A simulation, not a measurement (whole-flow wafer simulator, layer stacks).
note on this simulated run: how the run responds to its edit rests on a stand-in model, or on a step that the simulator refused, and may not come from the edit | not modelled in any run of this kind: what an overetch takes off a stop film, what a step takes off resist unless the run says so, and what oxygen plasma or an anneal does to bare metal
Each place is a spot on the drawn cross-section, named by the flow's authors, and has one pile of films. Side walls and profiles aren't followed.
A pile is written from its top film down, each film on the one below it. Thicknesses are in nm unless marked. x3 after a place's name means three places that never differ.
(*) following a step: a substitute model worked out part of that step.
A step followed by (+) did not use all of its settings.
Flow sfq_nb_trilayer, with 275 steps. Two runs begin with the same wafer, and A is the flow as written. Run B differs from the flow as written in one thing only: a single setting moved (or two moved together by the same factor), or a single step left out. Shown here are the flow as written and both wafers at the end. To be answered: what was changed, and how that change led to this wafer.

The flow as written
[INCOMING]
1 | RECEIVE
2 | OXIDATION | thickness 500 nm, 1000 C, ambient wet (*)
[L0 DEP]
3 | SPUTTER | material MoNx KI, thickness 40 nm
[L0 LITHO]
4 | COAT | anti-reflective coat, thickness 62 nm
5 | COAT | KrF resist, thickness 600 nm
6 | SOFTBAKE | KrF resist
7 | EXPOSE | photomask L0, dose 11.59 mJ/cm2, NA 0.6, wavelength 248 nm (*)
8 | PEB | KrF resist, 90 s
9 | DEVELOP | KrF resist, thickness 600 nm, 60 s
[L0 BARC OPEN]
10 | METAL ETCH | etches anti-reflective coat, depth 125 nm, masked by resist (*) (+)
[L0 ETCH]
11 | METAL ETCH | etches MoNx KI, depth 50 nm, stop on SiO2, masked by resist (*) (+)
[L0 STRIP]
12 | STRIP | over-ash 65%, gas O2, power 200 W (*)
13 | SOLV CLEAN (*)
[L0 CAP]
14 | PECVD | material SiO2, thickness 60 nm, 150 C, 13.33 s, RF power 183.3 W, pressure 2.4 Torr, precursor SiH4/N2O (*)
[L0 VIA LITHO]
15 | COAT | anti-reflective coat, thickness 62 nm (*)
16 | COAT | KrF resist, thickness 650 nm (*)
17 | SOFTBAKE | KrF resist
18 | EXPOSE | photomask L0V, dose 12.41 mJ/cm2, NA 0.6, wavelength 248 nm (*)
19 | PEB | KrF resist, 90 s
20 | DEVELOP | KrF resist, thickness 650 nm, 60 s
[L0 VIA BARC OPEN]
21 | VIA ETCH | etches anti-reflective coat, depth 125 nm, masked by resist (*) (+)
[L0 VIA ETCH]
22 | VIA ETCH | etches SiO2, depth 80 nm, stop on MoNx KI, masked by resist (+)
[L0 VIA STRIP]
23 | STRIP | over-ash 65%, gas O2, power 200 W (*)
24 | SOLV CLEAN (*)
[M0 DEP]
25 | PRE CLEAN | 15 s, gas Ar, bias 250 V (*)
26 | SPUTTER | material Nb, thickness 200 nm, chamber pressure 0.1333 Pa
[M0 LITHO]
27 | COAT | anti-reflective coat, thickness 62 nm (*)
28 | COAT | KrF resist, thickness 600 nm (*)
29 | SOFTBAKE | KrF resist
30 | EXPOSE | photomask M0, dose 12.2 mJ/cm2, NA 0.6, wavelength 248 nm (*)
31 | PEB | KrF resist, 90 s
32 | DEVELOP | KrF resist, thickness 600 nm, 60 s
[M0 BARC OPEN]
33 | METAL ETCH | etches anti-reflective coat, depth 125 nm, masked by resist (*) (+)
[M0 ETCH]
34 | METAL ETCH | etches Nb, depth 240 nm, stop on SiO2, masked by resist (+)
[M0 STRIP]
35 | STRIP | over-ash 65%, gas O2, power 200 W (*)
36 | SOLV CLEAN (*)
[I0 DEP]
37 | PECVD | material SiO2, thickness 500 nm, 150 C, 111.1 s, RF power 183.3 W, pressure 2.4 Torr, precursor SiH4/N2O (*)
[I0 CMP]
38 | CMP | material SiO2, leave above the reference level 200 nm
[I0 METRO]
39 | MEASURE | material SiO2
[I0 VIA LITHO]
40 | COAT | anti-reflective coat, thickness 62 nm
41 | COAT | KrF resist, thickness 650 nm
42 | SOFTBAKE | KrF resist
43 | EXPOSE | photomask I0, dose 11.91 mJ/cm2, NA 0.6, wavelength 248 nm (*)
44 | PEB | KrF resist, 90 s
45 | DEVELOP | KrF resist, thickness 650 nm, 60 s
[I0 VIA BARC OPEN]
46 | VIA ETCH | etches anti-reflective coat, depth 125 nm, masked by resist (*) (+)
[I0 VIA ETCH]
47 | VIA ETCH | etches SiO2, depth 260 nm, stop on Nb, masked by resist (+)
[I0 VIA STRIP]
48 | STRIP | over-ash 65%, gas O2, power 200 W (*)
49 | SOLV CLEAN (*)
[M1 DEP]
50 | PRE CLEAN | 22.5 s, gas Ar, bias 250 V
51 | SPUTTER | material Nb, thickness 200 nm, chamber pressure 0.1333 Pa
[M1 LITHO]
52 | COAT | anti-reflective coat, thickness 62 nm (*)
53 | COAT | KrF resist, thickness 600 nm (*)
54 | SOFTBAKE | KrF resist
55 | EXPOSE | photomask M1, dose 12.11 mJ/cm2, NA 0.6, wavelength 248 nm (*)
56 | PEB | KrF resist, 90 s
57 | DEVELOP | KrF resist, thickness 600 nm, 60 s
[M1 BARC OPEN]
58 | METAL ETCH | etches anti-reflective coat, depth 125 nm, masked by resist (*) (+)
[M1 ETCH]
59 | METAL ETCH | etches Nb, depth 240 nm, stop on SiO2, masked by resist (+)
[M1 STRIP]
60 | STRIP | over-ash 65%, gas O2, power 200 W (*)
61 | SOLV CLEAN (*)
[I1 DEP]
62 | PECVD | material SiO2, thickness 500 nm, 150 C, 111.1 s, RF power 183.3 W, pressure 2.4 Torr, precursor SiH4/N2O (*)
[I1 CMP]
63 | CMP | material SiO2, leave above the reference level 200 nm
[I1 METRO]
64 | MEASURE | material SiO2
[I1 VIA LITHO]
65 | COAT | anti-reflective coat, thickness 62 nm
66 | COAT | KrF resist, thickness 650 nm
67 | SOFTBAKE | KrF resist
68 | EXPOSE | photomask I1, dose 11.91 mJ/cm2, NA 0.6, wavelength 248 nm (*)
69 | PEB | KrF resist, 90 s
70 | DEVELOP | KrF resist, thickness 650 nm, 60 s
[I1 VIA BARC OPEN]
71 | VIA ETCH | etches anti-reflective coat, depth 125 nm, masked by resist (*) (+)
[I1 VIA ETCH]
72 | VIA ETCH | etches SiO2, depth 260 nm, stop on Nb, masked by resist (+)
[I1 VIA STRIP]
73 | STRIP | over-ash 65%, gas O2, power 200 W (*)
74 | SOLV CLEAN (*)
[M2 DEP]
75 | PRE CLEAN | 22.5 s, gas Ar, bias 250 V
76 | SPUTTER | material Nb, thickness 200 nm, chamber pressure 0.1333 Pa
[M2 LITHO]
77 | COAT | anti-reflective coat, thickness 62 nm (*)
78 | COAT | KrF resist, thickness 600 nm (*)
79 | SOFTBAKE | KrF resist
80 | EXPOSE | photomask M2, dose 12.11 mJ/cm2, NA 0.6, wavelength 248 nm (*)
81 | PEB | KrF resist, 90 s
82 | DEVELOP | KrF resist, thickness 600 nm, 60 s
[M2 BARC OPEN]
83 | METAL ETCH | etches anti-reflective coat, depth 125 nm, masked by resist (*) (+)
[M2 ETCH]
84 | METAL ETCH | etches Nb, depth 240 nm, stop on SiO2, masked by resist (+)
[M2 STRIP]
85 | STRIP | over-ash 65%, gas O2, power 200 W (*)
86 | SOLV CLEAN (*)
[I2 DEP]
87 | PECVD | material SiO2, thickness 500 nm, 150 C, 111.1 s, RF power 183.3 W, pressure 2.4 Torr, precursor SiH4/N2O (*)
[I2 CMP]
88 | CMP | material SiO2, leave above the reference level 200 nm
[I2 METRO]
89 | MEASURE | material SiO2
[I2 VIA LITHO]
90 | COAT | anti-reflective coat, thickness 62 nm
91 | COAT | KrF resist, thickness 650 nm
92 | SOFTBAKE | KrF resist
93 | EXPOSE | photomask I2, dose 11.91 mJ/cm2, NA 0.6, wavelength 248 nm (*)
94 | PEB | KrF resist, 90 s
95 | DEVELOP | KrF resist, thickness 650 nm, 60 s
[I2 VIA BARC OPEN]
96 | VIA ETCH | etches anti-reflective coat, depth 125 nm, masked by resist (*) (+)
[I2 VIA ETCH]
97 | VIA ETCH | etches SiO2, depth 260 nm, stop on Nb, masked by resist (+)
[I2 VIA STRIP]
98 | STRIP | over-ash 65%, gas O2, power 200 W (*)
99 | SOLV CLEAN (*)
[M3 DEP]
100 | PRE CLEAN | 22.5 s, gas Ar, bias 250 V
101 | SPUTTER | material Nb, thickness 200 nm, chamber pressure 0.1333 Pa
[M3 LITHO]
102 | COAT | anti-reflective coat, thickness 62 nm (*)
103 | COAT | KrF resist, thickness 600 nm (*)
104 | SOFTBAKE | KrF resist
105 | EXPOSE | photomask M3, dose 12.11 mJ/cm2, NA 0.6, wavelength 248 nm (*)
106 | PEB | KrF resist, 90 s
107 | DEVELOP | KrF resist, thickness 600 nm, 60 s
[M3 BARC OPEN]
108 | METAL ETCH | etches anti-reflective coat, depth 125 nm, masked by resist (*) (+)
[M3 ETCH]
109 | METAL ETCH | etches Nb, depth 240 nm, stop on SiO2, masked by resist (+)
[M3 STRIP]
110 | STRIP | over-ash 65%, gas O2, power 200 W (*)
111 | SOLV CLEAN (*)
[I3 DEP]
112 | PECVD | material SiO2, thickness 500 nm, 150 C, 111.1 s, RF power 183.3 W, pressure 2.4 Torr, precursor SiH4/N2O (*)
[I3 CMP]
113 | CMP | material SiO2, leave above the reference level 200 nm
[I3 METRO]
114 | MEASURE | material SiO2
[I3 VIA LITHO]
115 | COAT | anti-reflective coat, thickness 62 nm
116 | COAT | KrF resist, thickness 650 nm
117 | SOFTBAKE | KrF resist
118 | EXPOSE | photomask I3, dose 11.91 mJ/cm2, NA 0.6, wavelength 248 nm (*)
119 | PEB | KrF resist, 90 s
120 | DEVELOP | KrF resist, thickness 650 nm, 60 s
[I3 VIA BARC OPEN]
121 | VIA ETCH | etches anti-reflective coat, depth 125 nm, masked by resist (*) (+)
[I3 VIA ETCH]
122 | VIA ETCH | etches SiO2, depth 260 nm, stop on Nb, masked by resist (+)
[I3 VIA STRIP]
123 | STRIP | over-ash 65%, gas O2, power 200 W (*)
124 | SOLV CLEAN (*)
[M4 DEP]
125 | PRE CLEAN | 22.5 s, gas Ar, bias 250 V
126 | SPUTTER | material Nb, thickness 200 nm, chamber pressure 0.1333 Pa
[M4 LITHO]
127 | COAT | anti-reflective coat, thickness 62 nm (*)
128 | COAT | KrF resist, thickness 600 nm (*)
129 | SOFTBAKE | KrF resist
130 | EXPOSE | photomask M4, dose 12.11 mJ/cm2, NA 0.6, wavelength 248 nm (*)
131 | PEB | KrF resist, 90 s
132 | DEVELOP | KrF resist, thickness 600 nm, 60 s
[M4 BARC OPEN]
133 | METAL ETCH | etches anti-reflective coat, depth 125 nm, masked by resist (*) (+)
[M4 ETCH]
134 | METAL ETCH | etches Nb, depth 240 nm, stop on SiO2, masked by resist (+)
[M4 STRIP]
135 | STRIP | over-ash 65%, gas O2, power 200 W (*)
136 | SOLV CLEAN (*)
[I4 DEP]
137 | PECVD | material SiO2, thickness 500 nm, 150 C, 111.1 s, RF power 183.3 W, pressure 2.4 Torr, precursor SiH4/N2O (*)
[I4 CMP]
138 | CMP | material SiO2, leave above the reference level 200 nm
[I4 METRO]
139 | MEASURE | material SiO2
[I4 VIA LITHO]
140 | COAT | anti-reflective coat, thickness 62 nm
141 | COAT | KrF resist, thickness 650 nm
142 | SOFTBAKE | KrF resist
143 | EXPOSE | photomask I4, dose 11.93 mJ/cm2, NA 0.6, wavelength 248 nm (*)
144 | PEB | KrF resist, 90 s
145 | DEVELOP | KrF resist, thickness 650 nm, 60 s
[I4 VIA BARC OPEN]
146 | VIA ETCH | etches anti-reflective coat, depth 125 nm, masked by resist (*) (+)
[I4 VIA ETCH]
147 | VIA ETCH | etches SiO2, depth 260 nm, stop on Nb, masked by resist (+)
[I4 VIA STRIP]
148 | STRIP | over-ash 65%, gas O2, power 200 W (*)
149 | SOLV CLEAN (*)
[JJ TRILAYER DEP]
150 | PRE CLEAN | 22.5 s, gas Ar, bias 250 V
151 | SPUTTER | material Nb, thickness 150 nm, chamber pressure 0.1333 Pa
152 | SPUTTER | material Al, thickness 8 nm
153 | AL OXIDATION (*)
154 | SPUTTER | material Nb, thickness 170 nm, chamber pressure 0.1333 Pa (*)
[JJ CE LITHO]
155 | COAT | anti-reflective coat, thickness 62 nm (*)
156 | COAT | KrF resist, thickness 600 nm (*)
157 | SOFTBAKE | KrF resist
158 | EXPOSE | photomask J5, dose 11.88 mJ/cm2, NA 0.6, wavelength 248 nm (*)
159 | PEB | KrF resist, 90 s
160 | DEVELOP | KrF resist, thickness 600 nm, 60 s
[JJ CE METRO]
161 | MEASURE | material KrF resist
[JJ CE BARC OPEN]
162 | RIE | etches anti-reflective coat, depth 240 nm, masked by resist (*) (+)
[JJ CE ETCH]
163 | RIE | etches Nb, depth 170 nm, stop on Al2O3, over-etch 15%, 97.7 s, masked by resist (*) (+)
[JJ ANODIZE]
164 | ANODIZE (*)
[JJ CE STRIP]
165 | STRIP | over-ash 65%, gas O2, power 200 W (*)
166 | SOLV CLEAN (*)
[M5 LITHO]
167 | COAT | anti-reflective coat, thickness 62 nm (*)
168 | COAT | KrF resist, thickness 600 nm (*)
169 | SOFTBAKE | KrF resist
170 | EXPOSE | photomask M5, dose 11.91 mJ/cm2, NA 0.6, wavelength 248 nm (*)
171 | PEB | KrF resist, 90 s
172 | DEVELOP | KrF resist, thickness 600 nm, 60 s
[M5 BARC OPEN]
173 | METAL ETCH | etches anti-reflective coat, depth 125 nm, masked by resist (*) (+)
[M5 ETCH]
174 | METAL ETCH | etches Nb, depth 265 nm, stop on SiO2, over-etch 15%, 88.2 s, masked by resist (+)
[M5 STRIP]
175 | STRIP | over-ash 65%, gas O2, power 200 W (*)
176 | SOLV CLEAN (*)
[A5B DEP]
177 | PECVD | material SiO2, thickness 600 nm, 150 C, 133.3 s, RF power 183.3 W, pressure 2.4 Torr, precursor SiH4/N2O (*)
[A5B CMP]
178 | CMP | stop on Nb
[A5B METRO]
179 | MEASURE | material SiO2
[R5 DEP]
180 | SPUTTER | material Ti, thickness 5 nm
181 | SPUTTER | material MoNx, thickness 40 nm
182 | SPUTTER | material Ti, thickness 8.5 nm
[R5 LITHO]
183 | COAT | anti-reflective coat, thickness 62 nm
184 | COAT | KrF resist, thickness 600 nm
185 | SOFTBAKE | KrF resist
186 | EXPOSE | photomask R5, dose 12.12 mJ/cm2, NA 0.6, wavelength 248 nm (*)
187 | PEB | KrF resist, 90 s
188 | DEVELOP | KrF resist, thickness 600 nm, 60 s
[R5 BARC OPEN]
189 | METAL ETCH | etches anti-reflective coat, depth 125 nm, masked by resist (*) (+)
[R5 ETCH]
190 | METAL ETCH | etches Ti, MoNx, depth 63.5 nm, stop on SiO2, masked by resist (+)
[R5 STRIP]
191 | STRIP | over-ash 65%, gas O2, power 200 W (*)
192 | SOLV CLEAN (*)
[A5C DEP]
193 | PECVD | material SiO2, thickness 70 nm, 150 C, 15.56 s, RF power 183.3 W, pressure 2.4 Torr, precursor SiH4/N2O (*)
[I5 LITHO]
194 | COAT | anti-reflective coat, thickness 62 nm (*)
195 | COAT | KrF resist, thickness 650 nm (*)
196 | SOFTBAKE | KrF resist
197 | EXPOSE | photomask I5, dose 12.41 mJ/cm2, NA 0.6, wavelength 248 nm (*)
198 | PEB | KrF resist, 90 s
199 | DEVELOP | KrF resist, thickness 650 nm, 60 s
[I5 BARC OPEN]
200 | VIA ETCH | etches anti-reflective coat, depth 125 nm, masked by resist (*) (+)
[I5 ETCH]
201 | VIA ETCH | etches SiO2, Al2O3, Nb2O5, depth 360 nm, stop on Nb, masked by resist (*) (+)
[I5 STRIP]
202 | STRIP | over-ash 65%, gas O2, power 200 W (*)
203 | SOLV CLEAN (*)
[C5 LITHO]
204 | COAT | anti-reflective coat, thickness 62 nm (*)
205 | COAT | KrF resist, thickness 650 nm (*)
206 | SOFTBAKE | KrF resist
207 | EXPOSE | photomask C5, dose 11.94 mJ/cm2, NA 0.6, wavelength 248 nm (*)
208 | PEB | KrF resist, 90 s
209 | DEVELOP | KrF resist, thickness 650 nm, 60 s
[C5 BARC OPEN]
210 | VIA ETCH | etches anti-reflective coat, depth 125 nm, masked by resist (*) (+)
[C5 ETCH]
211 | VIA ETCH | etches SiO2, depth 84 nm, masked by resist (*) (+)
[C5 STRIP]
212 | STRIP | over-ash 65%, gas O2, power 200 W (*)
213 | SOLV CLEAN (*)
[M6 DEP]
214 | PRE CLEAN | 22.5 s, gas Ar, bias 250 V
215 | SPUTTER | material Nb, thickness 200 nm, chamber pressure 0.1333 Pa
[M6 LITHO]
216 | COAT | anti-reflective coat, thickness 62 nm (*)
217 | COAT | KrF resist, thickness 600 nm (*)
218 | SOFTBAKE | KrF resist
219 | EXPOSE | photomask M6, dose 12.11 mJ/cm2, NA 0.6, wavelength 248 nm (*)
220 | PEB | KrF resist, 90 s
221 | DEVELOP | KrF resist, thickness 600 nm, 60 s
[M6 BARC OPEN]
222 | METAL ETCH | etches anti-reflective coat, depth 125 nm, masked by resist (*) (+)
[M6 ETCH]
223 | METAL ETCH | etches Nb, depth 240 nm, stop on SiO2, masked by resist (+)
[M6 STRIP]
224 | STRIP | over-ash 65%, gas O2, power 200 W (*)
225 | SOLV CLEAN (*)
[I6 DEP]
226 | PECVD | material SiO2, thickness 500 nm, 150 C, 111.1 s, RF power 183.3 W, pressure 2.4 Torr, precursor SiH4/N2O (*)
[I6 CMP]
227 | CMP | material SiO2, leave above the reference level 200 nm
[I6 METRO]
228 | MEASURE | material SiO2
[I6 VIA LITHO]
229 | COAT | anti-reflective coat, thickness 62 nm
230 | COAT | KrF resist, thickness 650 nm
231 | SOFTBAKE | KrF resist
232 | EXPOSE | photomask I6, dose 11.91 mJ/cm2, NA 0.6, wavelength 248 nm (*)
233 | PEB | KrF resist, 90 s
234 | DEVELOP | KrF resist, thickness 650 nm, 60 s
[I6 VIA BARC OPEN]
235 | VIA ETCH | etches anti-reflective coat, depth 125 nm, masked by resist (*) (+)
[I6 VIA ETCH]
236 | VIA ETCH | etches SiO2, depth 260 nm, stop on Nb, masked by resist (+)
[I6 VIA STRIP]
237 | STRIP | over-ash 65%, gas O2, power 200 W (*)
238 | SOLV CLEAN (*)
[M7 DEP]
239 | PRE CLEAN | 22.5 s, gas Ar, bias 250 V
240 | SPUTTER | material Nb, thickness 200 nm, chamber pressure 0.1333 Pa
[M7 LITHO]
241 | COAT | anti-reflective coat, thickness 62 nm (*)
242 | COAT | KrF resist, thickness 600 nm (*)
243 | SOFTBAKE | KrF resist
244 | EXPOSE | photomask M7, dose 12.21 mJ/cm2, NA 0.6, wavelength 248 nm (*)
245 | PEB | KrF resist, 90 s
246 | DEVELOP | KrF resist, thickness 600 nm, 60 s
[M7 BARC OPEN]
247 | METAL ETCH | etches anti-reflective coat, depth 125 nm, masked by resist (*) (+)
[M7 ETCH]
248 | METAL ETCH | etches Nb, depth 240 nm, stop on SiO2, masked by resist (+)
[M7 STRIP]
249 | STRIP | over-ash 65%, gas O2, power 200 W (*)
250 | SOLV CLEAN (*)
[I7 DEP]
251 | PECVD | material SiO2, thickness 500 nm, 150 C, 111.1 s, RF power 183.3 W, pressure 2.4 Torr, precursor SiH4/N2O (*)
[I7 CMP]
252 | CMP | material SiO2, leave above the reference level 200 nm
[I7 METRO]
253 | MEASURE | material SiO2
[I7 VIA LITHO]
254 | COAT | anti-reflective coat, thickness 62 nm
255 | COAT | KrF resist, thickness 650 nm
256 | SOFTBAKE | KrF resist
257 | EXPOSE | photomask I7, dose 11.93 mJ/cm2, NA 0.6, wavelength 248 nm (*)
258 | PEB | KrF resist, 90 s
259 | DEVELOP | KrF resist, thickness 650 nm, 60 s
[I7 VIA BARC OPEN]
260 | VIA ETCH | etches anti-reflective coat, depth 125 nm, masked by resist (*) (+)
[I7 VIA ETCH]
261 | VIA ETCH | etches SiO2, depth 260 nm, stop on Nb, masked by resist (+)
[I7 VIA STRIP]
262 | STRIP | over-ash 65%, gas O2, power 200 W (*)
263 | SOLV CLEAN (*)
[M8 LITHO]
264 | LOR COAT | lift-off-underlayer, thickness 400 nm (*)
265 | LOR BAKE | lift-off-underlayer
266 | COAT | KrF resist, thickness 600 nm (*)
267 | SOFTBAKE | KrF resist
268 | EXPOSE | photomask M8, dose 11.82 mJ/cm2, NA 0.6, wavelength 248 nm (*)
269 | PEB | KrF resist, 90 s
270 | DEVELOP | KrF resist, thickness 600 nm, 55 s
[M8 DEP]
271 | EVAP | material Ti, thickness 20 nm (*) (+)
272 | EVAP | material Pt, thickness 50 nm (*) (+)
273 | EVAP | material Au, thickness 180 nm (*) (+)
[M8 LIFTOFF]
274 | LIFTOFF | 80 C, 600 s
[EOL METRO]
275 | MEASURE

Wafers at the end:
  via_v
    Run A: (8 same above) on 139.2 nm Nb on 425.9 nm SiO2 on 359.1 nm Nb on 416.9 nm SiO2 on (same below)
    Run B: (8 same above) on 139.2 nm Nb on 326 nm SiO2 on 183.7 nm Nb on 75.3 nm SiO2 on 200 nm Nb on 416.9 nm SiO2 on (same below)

Cause: step 122, VIA ETCH: depth 117 nm was run, whereas the flow has depth 260 nm.

The path from the change to this, step by step:
  122 | VIA ETCH | etches SiO2, depth 260 nm, stop on Nb, masked by resist (+)
      via_v: A -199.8 SiO2 (all of it) | B -117 SiO2
      field_l, v_sur, via_wl and 102 more: A -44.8 KrF resist | B -20.2 KrF resist
  123 | STRIP | over-ash 65%, gas O2, power 200 W (*)
      field_l, v_sur, via_wl and 102 more: A -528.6 KrF resist (all of it), -62 anti-reflective coat (all of it) | B -553.3 KrF resist (all of it), -62 anti-reflective coat (all of it)
  125 | PRE CLEAN | 22.5 s, gas Ar, bias 250 V
      via_v: A -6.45 Nb | B -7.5 SiO2
  126 | SPUTTER | material Nb, thickness 200 nm, chamber pressure 0.1333 Pa
      via_v: A +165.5 Nb | B +183.7 Nb (new film)
  127 | COAT | anti-reflective coat, thickness 62 nm (*)
      via_sp: A +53 anti-reflective coat (new film) | B +54.8 anti-reflective coat (new film)
      via_v: A +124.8 anti-reflective coat (new film) | B +105.9 anti-reflective coat (new film)
      (and at 1 other place as well)
  128 | COAT | KrF resist, thickness 600 nm (*)
      via_v: A +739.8 KrF resist (new film) | B +672.2 KrF resist (new film)
  135 | STRIP | over-ash 65%, gas O2, power 200 W (*)
      via_sp: A -373.9 KrF resist (all of it), -53 anti-reflective coat (all of it) | B -379.3 KrF resist (all of it), -54.8 anti-reflective coat (all of it)
      via_v: A -521.8 KrF resist (all of it), -124.8 anti-reflective coat (all of it) | B -454.4 KrF resist (all of it), -105.9 anti-reflective coat (all of it)
      (and at 1 other place as well)
  137 | PECVD | material SiO2, thickness 500 nm, 150 C, 111.1 s, RF power 183.3 W, pressure 2.4 Torr, precursor SiH4/N2O (*)
      via_v: A +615 SiO2 (new film) | B +500 SiO2 (new film)
  138 | CMP | material SiO2, leave above the reference level 200 nm
      via_v: A -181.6 SiO2 | B -166.5 SiO2
With metal films that touch counted as one body, via_v has 7 bodies (between them, from the top down: SiO2 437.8; SiO2 209 / Al2O3 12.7 / Nb2O5 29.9; SiO2 326; SiO2 75.3; SiO2 416.9; SiO2 192.5); the flow as written gives 6 bodies (between them, from the top down: SiO2 437.8; SiO2 209 / Al2O3 12.7 / Nb2O5 29.9; SiO2 425.9; SiO2 416.9; SiO2 192.5).
